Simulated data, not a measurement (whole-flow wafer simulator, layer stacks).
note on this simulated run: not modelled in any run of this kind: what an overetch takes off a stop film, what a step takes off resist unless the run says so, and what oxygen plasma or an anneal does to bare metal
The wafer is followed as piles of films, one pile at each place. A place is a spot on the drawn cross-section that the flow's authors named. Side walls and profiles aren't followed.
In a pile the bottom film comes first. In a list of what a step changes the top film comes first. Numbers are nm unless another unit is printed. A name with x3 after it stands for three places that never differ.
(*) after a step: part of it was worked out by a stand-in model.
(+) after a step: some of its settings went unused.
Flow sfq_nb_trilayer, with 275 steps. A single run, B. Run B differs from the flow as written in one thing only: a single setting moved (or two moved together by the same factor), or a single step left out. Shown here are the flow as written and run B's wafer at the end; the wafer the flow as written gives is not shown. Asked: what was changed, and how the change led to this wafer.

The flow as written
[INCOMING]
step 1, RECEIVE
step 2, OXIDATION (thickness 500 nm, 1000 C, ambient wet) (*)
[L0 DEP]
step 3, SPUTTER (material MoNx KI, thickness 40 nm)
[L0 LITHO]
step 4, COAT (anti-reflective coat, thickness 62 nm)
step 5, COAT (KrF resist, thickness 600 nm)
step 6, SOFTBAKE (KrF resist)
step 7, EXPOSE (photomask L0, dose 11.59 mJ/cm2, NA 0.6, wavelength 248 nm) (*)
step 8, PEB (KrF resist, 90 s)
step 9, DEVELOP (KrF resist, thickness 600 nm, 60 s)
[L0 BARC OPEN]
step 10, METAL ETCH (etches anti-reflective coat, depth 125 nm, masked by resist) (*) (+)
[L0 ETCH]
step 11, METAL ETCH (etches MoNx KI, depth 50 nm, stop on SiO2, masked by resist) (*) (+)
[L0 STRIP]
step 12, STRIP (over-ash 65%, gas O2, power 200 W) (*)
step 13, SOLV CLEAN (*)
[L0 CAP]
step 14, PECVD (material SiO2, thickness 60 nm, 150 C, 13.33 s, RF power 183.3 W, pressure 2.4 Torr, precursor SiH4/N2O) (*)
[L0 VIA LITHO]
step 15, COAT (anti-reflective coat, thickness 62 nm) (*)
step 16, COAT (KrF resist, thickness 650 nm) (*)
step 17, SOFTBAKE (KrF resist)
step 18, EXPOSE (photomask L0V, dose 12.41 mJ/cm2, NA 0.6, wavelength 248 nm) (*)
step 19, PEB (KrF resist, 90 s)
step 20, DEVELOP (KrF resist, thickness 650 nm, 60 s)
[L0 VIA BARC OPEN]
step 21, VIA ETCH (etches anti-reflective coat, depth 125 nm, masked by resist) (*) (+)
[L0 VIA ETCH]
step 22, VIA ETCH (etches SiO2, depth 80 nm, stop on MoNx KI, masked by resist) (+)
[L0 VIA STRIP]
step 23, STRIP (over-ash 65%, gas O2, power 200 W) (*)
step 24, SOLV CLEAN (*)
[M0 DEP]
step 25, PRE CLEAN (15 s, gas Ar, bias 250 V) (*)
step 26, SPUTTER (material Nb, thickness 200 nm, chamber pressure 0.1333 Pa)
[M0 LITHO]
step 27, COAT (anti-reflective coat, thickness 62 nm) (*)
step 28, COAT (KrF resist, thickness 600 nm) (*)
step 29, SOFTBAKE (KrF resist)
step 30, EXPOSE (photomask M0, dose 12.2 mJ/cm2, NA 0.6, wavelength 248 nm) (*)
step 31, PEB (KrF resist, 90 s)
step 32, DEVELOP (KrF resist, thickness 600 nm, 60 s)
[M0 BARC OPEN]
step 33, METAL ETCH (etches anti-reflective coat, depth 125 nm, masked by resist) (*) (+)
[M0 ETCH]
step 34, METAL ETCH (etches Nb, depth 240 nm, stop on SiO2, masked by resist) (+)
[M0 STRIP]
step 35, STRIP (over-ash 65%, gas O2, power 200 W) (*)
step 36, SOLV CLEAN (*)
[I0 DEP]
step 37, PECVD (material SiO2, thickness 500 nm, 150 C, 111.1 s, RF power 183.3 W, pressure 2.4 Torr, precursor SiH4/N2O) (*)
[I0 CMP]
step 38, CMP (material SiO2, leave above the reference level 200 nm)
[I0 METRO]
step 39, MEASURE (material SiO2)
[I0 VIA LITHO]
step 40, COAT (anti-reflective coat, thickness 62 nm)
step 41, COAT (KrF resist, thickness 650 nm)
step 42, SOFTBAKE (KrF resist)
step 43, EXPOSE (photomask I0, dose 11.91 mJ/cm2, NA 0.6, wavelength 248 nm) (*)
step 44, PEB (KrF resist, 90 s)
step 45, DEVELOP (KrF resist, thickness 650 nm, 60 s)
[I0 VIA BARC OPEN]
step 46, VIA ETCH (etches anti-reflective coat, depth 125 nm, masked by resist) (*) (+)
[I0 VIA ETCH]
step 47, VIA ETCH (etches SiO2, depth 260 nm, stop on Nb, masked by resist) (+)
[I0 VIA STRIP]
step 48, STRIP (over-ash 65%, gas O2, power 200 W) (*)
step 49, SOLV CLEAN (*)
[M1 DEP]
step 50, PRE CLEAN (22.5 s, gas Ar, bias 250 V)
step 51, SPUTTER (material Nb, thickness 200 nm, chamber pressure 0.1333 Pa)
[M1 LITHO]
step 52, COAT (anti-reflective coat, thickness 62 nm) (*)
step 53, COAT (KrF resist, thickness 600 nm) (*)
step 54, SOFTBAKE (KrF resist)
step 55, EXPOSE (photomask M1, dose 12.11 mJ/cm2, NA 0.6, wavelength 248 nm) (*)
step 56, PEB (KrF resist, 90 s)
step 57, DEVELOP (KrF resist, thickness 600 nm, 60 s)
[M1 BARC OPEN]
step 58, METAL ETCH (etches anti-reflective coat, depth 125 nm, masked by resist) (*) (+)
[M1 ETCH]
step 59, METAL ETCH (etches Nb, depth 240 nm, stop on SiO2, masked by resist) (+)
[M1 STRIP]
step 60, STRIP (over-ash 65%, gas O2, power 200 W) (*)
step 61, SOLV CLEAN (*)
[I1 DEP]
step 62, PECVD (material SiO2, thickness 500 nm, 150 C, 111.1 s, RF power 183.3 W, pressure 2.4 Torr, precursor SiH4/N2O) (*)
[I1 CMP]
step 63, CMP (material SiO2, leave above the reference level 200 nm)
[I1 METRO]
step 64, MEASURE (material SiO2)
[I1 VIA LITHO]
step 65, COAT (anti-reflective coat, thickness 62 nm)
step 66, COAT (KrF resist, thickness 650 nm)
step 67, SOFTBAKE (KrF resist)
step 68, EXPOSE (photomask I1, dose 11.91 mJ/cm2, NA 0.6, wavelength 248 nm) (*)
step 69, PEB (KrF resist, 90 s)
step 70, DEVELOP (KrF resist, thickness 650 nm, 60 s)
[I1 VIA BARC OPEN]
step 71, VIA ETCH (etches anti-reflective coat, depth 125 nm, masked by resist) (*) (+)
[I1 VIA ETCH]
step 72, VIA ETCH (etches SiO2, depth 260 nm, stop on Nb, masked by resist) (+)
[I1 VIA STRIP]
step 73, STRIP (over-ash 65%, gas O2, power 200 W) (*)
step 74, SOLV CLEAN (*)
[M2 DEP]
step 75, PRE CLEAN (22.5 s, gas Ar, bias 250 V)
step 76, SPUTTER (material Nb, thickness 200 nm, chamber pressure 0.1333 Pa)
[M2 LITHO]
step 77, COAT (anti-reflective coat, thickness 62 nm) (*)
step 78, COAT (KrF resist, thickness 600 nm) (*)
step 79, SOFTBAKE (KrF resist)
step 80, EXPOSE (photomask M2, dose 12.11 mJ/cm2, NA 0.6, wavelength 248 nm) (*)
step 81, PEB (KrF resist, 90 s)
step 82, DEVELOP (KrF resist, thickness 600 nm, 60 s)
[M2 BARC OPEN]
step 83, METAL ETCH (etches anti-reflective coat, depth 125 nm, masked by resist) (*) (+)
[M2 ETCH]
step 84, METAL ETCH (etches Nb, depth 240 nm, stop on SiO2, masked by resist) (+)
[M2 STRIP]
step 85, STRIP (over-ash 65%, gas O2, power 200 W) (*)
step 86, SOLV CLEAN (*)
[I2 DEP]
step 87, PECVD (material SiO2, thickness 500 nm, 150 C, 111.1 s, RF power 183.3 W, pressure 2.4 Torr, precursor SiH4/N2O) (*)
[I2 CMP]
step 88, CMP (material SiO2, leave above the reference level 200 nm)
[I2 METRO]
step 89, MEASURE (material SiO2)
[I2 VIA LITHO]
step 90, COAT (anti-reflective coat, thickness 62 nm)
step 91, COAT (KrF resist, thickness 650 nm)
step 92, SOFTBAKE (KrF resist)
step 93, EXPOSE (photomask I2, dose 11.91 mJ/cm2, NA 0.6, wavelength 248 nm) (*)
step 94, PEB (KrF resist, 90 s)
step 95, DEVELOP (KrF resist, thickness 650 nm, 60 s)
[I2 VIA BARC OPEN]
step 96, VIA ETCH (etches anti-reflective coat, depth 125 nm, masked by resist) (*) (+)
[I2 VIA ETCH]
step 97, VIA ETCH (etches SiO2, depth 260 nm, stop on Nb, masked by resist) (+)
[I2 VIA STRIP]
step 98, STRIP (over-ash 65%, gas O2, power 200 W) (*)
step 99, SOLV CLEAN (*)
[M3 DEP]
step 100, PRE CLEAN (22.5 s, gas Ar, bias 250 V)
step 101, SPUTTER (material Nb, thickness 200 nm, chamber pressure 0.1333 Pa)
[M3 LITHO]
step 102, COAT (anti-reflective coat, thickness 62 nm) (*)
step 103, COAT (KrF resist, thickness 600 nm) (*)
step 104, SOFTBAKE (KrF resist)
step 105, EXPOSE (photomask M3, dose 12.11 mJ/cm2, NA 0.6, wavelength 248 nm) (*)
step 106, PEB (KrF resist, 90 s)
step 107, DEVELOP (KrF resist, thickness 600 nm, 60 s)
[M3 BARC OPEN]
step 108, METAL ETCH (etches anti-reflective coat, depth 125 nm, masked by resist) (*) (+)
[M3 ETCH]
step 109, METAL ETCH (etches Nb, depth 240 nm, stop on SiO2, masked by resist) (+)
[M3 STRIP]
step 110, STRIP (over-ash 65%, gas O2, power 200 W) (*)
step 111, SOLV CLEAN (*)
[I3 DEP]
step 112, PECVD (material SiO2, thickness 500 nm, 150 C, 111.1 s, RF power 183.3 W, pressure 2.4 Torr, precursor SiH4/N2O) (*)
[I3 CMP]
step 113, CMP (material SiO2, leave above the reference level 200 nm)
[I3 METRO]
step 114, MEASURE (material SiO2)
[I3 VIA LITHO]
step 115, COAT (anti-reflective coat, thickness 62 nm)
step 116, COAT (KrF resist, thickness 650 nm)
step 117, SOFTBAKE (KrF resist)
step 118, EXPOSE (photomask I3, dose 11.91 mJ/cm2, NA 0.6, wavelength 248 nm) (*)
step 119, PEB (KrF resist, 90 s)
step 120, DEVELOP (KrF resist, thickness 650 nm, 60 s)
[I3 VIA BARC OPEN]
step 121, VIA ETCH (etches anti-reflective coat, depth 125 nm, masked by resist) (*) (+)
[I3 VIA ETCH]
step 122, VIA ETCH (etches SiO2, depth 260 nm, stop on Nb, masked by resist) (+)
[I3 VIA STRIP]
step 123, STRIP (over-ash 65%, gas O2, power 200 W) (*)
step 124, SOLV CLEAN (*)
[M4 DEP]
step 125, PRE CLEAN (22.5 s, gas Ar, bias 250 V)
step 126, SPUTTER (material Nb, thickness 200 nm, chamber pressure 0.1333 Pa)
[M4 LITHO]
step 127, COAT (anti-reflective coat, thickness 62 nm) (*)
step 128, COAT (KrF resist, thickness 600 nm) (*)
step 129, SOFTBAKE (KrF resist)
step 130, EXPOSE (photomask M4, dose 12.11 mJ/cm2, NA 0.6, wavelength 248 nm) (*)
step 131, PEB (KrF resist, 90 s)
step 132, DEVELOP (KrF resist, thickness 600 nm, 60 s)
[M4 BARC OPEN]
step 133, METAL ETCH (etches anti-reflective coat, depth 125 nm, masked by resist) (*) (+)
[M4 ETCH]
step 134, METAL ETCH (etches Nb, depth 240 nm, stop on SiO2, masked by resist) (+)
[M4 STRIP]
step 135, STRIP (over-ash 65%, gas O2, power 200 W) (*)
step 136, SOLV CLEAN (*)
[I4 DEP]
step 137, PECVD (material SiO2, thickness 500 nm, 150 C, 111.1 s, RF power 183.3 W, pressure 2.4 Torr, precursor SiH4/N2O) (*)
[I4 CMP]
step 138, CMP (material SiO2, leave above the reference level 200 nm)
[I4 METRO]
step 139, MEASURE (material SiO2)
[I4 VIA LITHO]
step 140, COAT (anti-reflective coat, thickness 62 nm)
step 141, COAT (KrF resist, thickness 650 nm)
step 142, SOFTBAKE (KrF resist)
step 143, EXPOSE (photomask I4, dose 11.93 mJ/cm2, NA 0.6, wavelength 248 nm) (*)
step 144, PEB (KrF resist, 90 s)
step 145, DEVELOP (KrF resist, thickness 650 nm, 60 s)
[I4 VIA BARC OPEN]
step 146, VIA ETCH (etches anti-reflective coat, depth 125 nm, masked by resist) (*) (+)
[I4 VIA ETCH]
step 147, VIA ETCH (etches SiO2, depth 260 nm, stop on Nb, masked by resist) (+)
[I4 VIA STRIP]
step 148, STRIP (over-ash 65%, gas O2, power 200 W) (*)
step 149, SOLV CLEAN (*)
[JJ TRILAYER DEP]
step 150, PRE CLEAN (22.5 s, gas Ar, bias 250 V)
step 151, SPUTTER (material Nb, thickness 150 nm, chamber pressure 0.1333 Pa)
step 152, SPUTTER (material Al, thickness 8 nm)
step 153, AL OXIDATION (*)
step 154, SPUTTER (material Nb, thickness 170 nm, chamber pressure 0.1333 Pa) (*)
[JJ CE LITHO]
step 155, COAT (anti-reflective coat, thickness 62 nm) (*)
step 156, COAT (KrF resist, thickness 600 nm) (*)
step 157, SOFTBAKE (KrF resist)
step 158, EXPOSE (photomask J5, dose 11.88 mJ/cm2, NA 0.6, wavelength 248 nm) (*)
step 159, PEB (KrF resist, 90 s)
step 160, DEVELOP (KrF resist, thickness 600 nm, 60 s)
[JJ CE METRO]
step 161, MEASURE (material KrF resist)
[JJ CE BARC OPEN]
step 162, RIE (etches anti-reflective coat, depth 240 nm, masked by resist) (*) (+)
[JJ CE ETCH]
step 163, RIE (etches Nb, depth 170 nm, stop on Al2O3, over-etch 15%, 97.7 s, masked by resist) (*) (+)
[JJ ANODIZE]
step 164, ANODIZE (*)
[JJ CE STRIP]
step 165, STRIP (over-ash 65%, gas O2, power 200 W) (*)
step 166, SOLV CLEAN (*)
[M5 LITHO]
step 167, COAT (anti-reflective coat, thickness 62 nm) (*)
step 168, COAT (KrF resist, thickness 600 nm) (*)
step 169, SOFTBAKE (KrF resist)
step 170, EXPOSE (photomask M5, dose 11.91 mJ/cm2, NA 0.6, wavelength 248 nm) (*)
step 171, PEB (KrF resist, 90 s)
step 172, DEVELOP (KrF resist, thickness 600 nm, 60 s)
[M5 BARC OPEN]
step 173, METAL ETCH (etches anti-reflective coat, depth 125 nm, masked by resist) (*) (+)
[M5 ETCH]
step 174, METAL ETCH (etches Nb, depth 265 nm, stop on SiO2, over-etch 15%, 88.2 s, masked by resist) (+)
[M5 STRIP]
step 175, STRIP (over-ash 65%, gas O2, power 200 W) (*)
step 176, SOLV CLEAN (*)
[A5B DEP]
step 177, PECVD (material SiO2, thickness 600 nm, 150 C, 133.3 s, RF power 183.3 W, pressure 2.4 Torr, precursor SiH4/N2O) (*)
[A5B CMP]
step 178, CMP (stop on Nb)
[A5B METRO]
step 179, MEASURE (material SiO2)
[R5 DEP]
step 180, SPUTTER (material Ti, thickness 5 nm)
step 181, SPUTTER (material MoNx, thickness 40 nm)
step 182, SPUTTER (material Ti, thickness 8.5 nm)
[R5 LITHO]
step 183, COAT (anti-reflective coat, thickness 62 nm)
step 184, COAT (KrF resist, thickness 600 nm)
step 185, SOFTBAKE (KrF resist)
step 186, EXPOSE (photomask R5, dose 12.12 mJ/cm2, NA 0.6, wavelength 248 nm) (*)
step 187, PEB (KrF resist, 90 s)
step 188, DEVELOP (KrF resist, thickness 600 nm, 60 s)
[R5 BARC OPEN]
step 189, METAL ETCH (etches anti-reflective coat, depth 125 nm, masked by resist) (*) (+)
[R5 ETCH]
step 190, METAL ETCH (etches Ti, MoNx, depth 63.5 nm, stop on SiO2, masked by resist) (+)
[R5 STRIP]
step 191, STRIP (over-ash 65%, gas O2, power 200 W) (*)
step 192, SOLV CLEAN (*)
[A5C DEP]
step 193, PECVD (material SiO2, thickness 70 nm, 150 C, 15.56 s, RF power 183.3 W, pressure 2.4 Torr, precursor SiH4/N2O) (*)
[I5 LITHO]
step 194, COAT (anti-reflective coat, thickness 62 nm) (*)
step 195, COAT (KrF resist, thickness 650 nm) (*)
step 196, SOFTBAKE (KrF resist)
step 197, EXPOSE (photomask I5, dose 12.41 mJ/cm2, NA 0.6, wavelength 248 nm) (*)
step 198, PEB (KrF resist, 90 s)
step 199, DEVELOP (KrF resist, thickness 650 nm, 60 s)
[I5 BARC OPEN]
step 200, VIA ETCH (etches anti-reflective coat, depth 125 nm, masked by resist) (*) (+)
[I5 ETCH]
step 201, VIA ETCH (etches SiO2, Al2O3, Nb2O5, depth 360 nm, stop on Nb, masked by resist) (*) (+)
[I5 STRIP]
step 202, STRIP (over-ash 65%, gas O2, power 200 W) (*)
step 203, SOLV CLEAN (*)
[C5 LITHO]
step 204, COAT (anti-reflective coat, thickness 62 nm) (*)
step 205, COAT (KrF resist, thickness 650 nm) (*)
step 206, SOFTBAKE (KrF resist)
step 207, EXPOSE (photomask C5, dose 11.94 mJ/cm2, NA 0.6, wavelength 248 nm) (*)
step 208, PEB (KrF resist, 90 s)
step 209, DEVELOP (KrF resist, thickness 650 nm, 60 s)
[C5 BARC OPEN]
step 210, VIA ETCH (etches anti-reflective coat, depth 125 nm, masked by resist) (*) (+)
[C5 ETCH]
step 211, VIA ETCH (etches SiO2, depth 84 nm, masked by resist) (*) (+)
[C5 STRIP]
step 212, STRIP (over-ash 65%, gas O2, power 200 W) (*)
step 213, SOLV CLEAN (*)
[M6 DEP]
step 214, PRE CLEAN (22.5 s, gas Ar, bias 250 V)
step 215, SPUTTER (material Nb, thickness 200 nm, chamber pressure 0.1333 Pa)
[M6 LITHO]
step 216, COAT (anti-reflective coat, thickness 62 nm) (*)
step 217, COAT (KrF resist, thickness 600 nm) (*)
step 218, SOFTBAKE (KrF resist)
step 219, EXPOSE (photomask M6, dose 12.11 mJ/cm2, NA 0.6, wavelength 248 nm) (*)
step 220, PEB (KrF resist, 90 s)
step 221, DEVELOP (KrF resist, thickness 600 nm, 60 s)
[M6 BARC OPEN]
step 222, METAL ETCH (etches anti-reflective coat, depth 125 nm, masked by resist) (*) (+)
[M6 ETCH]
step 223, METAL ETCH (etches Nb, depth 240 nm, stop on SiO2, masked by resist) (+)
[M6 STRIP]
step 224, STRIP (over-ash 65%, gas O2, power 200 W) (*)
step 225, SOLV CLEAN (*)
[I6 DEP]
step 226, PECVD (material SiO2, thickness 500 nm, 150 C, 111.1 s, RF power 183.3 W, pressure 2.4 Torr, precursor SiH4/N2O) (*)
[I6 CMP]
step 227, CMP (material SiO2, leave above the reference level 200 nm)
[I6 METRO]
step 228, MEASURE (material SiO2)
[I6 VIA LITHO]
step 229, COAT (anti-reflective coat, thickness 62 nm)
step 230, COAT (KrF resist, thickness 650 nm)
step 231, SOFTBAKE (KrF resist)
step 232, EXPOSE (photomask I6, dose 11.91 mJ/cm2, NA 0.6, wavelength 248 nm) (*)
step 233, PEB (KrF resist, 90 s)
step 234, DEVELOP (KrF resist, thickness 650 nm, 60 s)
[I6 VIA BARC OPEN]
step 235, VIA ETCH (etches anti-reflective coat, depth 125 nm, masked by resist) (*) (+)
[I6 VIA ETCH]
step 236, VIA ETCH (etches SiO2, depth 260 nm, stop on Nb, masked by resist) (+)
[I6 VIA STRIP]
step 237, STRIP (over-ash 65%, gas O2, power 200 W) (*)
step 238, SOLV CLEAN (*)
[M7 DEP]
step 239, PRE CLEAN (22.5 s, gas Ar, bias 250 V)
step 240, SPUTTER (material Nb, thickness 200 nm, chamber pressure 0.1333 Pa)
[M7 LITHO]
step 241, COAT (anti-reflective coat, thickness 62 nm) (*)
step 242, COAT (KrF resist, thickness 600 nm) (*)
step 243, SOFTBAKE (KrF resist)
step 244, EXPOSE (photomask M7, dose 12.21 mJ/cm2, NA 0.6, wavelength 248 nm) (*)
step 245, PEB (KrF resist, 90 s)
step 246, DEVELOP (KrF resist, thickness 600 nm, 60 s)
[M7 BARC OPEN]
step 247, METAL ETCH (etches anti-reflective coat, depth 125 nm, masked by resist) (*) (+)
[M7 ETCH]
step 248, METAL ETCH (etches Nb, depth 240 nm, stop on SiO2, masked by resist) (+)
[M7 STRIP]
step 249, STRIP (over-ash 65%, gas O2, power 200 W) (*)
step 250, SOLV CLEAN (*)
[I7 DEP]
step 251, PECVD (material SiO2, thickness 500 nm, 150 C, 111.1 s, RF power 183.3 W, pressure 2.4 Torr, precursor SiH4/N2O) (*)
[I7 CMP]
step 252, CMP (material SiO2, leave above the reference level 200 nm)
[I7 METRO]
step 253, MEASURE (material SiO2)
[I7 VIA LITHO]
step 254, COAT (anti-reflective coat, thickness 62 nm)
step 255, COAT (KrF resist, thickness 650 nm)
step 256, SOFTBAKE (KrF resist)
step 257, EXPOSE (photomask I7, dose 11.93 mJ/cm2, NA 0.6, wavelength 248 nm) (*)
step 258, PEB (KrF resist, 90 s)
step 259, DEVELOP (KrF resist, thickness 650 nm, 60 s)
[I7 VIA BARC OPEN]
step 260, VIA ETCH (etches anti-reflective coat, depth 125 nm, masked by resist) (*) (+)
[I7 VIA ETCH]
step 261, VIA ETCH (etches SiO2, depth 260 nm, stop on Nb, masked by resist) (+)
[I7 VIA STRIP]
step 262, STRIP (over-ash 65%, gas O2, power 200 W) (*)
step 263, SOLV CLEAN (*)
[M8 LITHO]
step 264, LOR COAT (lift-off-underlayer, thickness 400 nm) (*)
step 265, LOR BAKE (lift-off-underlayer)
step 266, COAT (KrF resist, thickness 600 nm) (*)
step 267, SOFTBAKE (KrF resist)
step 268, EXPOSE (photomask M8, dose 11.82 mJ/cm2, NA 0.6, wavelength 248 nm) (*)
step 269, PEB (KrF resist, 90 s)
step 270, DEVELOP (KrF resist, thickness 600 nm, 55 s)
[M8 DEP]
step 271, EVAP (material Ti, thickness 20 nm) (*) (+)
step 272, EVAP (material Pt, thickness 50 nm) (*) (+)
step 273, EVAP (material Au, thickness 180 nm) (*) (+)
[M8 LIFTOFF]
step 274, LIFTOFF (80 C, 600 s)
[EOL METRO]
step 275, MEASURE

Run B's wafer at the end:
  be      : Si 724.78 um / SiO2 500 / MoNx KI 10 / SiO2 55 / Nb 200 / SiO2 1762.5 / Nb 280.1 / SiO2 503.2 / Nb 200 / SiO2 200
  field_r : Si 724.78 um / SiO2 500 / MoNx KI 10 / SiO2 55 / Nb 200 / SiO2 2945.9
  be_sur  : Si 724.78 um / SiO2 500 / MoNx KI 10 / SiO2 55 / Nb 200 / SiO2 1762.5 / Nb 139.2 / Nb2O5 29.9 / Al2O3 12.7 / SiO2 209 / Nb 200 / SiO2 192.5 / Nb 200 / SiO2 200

What caused this: step 3, SPUTTER: thickness 60 nm was run, whereas the flow has thickness 40 nm.

Step by step, how the change led to this:
  step 3, SPUTTER (material MoNx KI, thickness 40 nm)
      field_l, v_sur, via_wl and 103 more: +60 MoNx KI (new film) (it would be, as written: +40 MoNx KI (new film))
  step 11, METAL ETCH (etches MoNx KI, depth 50 nm, stop on SiO2, masked by resist) (*) (+)
      v_sur, via_wl, via_w and 97 more: -50 MoNx KI (it would be, as written: -40 MoNx KI (all of it))
  step 14, PECVD (material SiO2, thickness 60 nm, 150 C, 13.33 s, RF power 183.3 W, pressure 2.4 Torr, precursor SiH4/N2O) (*)
      v_sur, via_wl, via_w and 97 more: +60 SiO2 (new film) (it would be, as written: +60 SiO2)
  step 15, COAT (anti-reflective coat, thickness 62 nm) (*)
      field_l: +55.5 anti-reflective coat (new film) (it would be, as written: +56.7 anti-reflective coat (new film))
      v_sur: +74.9 anti-reflective coat (new film) (it would be, as written: +72.2 anti-reflective coat (new film))
      (as well as at 2 more places)
  step 23, STRIP (over-ash 65%, gas O2, power 200 W) (*)
      field_l: -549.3 KrF resist (all of it), -55.5 anti-reflective coat (all of it) (it would be, as written: -551.4 KrF resist (all of it), -56.7 anti-reflective coat (all of it))
      v_sur: -573.1 KrF resist (all of it), -74.9 anti-reflective coat (all of it) (it would be, as written: -570.5 KrF resist (all of it), -72.2 anti-reflective coat (all of it))
      (as well as at 2 more places)
  step 27, COAT (anti-reflective coat, thickness 62 nm) (*)
      v_sur: +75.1 anti-reflective coat (new film) (it would be, as written: +72.3 anti-reflective coat (new film))
      l0_sur: +46.5 anti-reflective coat (new film) (it would be, as written: +47.5 anti-reflective coat (new film))
      (as well as at 1 more place)
  step 35, STRIP (over-ash 65%, gas O2, power 200 W) (*)
      v_sur: -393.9 KrF resist (all of it), -75.1 anti-reflective coat (all of it) (it would be, as written: -391.6 KrF resist (all of it), -72.3 anti-reflective coat (all of it))
      l0_sur: -369.2 KrF resist (all of it), -46.5 anti-reflective coat (all of it) (it would be, as written: -372 KrF resist (all of it), -47.5 anti-reflective coat (all of it))
      (as well as at 1 more place)
  step 38, CMP (material SiO2, leave above the reference level 200 nm)
      field_l, l0_sur, l0r_line_l, l0r_line_c, l0r_line_r: -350 SiO2 (it would be, as written: -340 SiO2)
      l0v: -287.8 SiO2 (it would be, as written: -277.8 SiO2)
If metal films that touch count as one body, be has 4 bodies (between them, from the top down: SiO2 503.2; SiO2 1762.5; SiO2 55); the flow as written gives 3 bodies (between them, from the top down: SiO2 503.2; SiO2 1762.5).
If metal films that touch count as one body, field_r has 2 bodies (between them, from the top down: SiO2 55); the flow as written gives 1 body.
If metal films that touch count as one body, be_sur has 5 bodies (between them, from the top down: SiO2 192.5; SiO2 209 / Al2O3 12.7 / Nb2O5 29.9; SiO2 1762.5; SiO2 55); the flow as written gives 4 bodies (between them, from the top down: SiO2 192.5; SiO2 209 / Al2O3 12.7 / Nb2O5 29.9; SiO2 1762.5).
